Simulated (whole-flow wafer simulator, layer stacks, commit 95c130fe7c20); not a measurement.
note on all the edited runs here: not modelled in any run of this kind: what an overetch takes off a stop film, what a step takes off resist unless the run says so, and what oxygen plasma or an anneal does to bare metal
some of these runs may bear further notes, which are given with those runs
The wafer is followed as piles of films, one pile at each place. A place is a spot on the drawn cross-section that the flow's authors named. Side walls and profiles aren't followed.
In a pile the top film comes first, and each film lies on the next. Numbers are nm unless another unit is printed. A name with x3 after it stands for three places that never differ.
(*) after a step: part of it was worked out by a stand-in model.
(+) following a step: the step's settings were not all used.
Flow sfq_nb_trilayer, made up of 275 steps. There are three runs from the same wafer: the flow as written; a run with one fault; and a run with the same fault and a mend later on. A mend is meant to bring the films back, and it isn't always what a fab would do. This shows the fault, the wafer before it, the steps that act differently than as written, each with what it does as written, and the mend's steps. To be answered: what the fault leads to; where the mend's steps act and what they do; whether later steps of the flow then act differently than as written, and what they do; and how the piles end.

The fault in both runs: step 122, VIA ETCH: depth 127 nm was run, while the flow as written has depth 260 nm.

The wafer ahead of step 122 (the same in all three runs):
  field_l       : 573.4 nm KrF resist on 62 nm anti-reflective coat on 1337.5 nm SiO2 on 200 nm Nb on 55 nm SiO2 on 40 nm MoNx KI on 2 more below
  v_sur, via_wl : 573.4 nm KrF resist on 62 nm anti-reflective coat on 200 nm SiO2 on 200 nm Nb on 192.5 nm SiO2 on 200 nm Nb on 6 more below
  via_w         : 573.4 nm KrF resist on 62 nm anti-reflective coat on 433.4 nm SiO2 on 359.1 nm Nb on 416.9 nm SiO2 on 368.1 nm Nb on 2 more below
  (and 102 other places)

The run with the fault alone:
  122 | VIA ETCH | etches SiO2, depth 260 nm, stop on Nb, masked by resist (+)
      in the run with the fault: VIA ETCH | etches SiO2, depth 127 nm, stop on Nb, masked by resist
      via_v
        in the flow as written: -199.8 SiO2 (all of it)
        in the run with the fault: -127 SiO2
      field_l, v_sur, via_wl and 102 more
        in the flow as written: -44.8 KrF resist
        in the run with the fault: -21.9 KrF resist
  Steps further on in the flow that do not act as written (5 more steps, not shown, differ only slightly: by at most 2% or 0.5 nm, whichever is larger):
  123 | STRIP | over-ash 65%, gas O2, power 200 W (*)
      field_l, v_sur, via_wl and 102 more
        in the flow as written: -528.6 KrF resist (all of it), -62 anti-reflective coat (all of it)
        in the run with the fault: -551.5 KrF resist (all of it), -62 anti-reflective coat (all of it)
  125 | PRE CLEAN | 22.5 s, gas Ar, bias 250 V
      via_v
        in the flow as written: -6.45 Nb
        in the run with the fault: -7.5 SiO2
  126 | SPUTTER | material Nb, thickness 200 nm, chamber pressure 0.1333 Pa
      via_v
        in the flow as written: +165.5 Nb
        in the run with the fault: +181.4 Nb (new film)
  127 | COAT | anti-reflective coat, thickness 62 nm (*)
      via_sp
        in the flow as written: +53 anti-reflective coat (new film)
        in the run with the fault: +54.5 anti-reflective coat (new film)
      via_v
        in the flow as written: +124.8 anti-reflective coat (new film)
        in the run with the fault: +108.3 anti-reflective coat (new film)
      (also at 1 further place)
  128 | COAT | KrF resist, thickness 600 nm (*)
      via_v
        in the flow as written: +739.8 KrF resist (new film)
        in the run with the fault: +680.4 KrF resist (new film)
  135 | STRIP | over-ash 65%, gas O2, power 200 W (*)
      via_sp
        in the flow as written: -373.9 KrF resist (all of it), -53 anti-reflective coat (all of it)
        in the run with the fault: -378.8 KrF resist (all of it), -54.5 anti-reflective coat (all of it)
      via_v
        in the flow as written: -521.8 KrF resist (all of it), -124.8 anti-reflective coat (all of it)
        in the run with the fault: -462.5 KrF resist (all of it), -108.3 anti-reflective coat (all of it)
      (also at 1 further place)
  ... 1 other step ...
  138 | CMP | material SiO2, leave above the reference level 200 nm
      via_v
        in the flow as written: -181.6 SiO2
        in the run with the fault: -157.1 SiO2
  The piles end different from the flow's at via_v by more than 2% or 0.5 nm, whichever is larger.
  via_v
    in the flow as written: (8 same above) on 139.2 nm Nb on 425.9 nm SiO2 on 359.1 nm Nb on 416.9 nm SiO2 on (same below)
    in the run with the fault: (8 same above) on 139.2 nm Nb on 338.3 nm SiO2 on 181.4 nm Nb on 65.3 nm SiO2 on 200 nm Nb on 416.9 nm SiO2 on (same below)

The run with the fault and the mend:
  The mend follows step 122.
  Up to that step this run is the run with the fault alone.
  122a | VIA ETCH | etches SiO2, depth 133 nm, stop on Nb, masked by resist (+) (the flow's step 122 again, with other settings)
      field_l, v_sur, via_wl and 102 more
        -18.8 KrF resist
      via_v
        -72.8 SiO2 (all of it)
  Every later step of the flow that is run acts as written, at every place that is followed, to within 2% or 0.5 nm, whichever is larger.
  The piles end the same as the flow's at every place that both follow.
